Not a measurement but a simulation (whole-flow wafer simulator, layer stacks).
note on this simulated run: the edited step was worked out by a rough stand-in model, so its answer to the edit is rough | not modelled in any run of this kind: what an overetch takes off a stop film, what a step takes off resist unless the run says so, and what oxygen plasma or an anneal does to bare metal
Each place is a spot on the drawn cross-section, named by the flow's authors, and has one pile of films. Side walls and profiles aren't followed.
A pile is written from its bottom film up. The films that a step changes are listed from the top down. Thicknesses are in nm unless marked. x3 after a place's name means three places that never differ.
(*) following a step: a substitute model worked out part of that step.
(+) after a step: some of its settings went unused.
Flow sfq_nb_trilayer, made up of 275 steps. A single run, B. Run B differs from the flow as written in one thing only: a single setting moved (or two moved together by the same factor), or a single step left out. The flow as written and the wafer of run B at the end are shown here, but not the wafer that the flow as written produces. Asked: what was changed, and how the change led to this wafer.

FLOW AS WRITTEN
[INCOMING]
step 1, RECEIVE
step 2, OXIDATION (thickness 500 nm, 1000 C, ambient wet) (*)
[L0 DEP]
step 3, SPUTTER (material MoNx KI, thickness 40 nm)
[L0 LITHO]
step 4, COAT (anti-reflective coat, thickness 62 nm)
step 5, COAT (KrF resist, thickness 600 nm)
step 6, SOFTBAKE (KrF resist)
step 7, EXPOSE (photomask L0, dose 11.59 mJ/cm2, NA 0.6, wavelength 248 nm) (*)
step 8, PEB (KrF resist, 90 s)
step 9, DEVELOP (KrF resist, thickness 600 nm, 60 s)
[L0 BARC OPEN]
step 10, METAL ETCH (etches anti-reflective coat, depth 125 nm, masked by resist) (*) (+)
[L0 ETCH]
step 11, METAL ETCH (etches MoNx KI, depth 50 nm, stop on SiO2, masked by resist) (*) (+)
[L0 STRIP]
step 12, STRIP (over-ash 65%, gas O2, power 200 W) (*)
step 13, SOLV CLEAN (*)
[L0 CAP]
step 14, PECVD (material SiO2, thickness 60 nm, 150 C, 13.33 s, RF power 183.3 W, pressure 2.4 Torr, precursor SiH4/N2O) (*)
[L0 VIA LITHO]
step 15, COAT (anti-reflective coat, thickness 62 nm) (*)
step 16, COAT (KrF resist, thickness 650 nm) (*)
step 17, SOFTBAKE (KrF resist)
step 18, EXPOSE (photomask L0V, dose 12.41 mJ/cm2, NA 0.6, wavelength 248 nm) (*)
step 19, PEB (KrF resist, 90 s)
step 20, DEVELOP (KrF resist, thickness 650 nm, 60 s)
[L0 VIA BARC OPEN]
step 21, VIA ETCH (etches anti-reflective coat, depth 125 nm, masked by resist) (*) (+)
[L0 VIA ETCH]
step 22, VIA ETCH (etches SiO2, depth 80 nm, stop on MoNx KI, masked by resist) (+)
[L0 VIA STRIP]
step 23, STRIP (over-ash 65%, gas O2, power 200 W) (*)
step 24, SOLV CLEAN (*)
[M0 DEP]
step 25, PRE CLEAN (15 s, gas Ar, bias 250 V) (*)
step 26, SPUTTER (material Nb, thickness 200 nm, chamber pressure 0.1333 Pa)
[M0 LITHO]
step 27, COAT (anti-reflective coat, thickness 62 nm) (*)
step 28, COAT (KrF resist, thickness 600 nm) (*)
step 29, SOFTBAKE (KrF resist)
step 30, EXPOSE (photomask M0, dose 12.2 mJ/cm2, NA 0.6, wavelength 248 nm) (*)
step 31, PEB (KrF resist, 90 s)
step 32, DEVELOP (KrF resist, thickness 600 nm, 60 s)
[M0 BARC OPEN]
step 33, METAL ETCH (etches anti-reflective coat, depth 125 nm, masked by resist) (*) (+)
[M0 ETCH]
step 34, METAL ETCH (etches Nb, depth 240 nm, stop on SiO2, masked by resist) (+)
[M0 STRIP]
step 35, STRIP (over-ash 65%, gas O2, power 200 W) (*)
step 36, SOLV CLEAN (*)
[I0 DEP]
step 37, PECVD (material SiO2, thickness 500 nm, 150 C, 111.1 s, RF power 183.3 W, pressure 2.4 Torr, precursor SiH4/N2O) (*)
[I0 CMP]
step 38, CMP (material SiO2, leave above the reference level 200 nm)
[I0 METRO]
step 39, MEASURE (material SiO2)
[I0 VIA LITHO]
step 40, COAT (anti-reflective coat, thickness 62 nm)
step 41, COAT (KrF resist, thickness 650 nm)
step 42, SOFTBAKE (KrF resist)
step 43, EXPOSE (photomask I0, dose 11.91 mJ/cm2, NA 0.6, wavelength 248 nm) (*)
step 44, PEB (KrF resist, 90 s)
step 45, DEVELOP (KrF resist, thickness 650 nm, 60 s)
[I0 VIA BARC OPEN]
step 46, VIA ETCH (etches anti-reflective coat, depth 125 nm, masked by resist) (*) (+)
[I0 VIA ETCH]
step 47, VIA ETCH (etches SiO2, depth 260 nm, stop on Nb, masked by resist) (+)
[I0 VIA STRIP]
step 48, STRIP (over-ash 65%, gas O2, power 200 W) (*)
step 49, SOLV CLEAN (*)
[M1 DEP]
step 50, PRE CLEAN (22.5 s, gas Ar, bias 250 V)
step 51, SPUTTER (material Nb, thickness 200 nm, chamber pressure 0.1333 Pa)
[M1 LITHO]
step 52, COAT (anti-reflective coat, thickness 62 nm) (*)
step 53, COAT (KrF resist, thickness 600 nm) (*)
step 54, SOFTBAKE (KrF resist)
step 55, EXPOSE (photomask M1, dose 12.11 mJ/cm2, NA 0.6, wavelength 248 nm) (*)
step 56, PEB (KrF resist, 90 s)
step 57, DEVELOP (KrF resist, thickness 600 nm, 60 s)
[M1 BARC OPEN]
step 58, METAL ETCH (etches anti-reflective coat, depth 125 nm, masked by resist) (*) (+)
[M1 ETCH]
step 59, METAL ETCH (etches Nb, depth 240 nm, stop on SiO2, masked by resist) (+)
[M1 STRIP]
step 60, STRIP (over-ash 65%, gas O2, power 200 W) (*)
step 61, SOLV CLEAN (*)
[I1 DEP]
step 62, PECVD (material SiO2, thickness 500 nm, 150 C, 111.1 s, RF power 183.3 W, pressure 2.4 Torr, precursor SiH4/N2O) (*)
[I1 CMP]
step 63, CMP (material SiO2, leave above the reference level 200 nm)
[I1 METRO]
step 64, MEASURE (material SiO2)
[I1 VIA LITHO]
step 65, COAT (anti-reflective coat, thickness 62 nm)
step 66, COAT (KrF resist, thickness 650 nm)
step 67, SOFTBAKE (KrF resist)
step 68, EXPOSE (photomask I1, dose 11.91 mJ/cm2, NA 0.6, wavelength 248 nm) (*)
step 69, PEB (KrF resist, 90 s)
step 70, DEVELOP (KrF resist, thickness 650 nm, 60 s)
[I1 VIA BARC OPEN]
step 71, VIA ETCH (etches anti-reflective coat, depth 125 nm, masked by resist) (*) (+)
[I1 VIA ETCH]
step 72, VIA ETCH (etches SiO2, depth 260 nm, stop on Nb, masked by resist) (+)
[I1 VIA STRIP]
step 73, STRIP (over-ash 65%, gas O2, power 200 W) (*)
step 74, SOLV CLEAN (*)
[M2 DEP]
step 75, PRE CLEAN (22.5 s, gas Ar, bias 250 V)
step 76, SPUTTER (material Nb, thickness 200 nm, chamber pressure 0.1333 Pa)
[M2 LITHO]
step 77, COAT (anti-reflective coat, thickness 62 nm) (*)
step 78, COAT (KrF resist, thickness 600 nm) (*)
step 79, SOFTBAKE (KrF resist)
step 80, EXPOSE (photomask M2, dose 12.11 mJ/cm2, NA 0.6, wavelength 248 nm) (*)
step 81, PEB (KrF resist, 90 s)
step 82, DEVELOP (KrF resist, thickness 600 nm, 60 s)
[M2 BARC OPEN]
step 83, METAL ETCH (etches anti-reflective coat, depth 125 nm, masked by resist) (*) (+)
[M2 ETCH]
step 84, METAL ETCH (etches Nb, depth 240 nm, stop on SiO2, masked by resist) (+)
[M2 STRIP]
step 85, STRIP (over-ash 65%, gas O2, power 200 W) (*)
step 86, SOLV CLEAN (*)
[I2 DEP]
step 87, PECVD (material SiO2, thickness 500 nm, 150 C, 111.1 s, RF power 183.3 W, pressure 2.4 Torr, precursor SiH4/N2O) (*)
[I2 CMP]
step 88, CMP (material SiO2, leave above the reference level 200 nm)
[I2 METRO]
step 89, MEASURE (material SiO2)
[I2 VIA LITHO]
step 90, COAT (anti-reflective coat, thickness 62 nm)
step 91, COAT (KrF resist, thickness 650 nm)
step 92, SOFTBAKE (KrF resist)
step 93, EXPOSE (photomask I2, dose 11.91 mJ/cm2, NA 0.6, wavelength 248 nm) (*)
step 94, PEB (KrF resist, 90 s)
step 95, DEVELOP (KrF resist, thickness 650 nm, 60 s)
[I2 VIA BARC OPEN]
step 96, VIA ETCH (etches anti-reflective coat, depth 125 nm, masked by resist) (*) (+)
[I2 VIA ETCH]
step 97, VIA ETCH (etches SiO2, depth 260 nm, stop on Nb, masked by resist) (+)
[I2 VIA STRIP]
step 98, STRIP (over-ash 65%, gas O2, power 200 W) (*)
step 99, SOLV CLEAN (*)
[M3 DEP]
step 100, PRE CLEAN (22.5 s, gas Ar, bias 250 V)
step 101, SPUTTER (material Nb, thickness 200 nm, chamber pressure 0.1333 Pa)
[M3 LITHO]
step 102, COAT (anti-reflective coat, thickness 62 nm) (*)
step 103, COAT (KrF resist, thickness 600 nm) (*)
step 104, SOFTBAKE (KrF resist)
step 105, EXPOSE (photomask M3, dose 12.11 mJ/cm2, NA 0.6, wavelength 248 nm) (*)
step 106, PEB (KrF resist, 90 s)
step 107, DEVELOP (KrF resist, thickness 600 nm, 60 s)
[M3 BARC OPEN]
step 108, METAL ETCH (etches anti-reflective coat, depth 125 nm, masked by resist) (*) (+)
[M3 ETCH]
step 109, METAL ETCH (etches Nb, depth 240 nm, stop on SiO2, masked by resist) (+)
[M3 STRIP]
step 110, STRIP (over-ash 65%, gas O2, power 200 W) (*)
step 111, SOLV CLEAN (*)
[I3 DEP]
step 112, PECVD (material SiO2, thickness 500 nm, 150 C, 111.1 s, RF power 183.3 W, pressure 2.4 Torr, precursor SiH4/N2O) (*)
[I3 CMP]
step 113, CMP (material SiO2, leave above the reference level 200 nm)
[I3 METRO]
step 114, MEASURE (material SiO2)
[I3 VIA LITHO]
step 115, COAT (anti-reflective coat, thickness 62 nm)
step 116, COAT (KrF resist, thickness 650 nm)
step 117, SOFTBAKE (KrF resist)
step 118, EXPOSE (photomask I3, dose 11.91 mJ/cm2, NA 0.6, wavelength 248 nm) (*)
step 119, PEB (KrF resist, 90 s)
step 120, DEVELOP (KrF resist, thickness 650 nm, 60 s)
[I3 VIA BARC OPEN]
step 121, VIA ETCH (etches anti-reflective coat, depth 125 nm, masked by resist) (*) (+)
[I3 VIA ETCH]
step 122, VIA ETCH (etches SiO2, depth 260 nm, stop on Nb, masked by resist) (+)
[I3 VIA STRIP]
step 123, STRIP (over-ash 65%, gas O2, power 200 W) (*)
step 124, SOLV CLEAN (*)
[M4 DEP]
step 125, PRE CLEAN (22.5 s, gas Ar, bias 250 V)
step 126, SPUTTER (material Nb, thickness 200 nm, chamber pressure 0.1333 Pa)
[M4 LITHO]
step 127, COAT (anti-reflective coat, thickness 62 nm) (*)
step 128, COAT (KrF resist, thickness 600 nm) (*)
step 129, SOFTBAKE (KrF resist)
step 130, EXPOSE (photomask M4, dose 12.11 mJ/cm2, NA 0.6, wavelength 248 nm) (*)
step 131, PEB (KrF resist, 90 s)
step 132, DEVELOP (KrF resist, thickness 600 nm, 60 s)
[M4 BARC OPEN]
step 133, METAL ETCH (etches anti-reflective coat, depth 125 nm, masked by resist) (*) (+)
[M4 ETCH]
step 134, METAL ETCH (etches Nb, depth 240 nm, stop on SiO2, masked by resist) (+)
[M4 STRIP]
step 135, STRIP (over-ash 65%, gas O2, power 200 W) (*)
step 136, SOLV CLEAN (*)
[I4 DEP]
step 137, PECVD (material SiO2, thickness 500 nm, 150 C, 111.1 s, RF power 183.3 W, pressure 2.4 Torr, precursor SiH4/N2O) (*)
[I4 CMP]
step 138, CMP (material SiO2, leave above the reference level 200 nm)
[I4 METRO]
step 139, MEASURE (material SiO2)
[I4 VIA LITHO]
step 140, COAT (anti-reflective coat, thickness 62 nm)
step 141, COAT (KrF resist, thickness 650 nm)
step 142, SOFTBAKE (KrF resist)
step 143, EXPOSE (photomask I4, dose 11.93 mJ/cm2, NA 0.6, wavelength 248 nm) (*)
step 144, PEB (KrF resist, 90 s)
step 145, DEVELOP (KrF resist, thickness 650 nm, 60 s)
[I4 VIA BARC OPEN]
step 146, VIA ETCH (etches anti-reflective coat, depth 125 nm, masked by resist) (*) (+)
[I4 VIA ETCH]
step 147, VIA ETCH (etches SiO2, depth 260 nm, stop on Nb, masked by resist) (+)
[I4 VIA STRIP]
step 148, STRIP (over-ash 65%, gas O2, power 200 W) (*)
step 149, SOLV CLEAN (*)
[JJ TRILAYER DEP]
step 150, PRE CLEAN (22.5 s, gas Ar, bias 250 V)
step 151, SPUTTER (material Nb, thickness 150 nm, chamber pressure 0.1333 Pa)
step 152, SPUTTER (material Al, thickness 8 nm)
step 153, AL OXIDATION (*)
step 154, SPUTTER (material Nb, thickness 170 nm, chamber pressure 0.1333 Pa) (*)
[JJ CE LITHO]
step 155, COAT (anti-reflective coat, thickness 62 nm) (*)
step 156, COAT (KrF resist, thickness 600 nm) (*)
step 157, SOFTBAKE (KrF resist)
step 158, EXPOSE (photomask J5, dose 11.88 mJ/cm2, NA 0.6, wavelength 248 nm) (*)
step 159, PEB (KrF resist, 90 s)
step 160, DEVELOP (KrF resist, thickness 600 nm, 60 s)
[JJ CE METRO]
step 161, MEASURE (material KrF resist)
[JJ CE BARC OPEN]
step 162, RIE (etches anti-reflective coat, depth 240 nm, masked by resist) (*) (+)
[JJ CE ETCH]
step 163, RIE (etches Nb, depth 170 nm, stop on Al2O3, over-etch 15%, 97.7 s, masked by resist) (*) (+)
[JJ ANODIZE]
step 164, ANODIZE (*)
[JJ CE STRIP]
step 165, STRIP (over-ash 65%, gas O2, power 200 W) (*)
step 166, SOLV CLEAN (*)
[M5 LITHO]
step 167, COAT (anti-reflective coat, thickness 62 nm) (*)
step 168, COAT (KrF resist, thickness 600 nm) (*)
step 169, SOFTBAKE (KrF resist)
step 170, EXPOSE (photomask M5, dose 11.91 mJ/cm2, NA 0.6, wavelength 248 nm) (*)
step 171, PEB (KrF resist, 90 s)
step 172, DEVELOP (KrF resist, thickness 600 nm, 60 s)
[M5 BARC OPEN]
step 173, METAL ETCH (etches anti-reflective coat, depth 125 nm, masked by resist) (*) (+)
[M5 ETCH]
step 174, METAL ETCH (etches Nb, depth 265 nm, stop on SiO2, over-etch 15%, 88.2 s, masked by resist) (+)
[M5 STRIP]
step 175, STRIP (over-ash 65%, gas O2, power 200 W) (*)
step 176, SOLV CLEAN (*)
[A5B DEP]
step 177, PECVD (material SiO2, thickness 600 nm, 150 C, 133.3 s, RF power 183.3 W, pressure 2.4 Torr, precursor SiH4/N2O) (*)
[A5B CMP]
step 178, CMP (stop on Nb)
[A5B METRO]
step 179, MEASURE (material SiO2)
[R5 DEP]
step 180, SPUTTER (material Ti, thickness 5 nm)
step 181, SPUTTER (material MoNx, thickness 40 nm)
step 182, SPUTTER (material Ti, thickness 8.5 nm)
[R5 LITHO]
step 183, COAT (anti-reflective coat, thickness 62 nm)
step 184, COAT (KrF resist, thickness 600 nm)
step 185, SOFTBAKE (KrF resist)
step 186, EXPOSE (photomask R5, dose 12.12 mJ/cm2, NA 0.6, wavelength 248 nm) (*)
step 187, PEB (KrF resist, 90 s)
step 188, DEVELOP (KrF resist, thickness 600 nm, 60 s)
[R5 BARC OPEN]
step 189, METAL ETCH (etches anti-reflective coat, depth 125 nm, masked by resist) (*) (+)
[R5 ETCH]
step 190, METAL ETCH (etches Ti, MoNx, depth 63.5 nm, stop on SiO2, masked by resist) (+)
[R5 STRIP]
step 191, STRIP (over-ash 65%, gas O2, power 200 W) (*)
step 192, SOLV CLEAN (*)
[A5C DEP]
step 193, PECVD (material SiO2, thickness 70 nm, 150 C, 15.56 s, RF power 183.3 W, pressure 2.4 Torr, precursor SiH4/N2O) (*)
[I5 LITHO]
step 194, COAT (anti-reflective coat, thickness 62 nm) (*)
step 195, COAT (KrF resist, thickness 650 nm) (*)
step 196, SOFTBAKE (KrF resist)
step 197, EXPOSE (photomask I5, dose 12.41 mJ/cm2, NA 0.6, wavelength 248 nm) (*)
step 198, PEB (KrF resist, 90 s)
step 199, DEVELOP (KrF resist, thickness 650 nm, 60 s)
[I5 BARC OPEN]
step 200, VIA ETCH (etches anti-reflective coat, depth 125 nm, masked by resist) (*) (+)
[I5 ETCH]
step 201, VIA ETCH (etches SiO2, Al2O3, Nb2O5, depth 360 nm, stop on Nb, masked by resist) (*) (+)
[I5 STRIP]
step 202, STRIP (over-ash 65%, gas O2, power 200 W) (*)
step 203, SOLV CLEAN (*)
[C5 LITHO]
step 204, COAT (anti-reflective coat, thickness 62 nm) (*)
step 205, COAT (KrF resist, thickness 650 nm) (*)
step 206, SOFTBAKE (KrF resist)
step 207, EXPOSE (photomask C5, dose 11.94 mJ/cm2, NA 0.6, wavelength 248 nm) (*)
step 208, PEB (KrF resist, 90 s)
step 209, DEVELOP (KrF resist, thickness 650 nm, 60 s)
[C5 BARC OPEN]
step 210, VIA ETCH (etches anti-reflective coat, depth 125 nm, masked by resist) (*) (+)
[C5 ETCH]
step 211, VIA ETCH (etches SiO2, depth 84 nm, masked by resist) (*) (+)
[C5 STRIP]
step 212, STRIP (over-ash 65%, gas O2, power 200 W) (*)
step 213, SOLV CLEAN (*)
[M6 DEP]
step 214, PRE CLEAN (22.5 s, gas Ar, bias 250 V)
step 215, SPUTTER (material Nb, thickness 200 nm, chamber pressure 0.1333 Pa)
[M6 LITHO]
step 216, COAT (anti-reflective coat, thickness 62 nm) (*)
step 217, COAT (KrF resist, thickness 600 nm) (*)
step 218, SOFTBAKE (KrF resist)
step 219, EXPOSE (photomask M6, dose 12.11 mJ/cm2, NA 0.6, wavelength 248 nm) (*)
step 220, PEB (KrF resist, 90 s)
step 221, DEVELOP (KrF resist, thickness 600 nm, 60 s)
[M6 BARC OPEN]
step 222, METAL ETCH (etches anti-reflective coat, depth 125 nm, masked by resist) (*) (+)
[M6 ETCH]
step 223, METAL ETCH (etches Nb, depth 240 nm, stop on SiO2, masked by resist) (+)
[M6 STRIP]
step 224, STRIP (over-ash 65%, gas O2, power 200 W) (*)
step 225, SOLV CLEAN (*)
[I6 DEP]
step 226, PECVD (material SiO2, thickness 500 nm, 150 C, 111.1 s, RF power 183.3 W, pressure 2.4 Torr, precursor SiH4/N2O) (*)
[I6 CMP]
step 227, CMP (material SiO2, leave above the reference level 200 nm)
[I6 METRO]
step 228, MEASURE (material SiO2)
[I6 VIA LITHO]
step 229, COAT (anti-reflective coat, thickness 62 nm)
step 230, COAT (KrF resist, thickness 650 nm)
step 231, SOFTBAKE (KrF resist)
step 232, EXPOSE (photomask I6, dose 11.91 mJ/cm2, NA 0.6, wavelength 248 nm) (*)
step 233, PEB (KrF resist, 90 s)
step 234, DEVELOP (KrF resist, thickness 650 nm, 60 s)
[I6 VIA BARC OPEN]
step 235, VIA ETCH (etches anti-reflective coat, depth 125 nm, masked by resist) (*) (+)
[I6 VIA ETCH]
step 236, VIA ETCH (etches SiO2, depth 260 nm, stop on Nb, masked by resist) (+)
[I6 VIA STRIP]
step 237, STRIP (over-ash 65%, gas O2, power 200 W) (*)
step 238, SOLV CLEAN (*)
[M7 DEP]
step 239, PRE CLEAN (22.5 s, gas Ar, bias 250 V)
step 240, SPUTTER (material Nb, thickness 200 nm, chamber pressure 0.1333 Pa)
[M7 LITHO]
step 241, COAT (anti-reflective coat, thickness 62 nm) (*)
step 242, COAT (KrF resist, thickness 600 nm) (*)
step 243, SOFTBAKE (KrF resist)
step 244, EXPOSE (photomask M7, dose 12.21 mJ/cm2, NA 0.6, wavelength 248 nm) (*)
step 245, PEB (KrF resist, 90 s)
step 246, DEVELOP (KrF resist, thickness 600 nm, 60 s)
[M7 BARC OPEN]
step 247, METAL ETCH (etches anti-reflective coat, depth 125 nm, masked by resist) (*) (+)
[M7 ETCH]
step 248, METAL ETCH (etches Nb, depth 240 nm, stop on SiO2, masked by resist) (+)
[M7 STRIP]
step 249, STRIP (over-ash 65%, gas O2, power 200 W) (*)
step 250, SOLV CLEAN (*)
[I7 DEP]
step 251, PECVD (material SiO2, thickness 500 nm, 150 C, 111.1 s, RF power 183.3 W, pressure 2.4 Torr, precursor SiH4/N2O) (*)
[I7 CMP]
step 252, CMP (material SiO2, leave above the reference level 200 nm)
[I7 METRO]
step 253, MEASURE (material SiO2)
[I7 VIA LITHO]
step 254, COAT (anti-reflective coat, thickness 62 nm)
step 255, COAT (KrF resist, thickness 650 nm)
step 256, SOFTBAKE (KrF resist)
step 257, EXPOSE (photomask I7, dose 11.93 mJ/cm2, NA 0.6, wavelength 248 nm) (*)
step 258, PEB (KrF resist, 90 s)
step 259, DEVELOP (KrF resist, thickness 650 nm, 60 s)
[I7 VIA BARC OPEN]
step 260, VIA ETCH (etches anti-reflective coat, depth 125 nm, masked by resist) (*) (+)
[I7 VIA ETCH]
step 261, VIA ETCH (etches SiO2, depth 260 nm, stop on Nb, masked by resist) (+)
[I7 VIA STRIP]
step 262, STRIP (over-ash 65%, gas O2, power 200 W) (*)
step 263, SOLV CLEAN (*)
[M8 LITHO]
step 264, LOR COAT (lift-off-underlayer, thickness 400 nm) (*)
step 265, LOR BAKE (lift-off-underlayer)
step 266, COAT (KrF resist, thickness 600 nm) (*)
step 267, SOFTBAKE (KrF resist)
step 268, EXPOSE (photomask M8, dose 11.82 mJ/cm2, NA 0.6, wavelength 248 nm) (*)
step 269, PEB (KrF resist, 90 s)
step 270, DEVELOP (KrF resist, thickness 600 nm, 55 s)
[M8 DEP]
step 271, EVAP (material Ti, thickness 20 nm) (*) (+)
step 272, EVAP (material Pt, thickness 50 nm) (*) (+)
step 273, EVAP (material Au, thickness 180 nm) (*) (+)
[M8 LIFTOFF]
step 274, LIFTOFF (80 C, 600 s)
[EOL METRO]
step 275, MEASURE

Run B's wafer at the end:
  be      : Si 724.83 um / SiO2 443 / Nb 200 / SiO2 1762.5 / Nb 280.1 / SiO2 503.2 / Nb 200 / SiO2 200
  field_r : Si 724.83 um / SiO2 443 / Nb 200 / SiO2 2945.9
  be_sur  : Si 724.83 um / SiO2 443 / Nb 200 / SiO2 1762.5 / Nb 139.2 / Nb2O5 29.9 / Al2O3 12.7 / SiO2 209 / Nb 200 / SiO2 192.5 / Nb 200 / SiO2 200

The reason: step 2, OXIDATION: thickness 388 nm was run, though the flow has thickness 500 nm.

The path from the change to this, step by step:
  step 2, OXIDATION (thickness 500 nm, 1000 C, ambient wet) (*)
      field_l, v_sur, via_wl and 103 more: +388 SiO2 (new film), -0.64 chemical SiO2 (all of it), -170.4 Si (as written it would have been: +500 SiO2 (new film), -0.64 chemical SiO2 (all of it), -219.7 Si)
